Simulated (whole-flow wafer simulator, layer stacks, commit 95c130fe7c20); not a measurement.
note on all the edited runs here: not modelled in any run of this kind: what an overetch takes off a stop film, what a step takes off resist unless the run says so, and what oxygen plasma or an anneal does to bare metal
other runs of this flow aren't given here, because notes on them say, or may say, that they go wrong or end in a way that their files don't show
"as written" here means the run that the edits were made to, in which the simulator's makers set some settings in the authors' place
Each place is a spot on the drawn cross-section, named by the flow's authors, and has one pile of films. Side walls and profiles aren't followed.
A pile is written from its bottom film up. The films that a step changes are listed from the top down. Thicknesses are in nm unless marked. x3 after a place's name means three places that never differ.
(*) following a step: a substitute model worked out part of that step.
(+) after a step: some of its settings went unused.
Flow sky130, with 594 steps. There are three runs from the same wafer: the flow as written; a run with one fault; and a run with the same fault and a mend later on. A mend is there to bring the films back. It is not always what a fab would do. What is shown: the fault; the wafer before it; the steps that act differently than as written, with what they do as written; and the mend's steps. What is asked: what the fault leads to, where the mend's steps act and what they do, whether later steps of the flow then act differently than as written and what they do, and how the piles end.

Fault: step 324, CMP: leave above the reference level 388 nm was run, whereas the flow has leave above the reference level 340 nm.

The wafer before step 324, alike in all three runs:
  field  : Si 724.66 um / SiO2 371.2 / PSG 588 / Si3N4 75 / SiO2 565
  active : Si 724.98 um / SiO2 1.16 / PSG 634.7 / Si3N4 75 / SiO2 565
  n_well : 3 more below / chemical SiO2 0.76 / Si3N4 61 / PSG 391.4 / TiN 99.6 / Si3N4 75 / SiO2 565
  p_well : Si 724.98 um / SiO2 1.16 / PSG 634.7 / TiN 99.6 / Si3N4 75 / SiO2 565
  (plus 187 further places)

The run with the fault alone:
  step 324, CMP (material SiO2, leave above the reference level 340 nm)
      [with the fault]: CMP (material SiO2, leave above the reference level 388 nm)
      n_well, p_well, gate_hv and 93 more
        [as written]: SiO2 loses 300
        [with the fault]: SiO2 loses 252
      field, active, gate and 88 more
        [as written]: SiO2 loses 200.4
        [with the fault]: SiO2 loses 152.4
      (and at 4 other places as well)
  Later steps of the flow acting differently than as written (3 more steps, not shown, differ only slightly: by at most 2% or 0.5 nm, whichever is larger):
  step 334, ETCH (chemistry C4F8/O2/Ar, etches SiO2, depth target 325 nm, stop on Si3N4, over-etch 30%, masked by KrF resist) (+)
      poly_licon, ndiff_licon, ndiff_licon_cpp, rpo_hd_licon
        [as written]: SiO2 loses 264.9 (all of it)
        [with the fault]: SiO2 loses 312.9 (all of it)
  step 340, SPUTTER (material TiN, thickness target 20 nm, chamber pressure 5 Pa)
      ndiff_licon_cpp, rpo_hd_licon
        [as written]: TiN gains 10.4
        [with the fault]: TiN gains 9.69
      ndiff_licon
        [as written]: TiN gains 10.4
        [with the fault]: TiN gains 9.67
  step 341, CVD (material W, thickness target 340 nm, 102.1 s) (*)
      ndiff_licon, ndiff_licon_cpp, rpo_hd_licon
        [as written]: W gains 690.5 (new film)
        [with the fault]: W gains 739.3 (new film)
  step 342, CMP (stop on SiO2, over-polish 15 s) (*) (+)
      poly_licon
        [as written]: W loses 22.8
        [with the fault]: nothing
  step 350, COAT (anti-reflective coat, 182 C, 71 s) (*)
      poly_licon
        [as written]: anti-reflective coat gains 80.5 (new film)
        [with the fault]: anti-reflective coat gains 105.7 (new film)
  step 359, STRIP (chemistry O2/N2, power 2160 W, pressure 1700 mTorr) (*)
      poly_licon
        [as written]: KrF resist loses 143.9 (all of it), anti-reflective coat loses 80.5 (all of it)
        [with the fault]: KrF resist loses 143.9 (all of it), anti-reflective coat loses 105.7 (all of it)
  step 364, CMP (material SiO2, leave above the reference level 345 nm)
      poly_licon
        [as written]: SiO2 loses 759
        [with the fault]: SiO2 loses 733.8
  At n_well, p_well, gate_hv and 116 more, the piles at the end differ from the flow's by more than 2% or 0.5 nm, whichever is larger.
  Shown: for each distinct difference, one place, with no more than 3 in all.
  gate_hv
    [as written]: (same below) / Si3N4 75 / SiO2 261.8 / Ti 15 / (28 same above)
    [with the fault]: (same below) / Si3N4 75 / SiO2 309.8 / Ti 15 / (28 same above)
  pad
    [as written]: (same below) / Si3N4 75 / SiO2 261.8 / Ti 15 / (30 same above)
    [with the fault]: (same below) / Si3N4 75 / SiO2 309.8 / Ti 15 / (30 same above)
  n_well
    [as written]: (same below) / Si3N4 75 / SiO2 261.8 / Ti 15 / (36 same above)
    [with the fault]: (same below) / Si3N4 75 / SiO2 309.8 / Ti 15 / (36 same above)

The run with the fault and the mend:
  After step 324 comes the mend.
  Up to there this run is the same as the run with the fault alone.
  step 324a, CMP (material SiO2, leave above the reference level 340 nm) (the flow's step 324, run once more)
      field, active, n_well and 188 more
        SiO2 loses 48
  Every later step of the flow that is run acts as written at every place that is followed.
  By the end, the piles equal the flow's at every place that both follow.
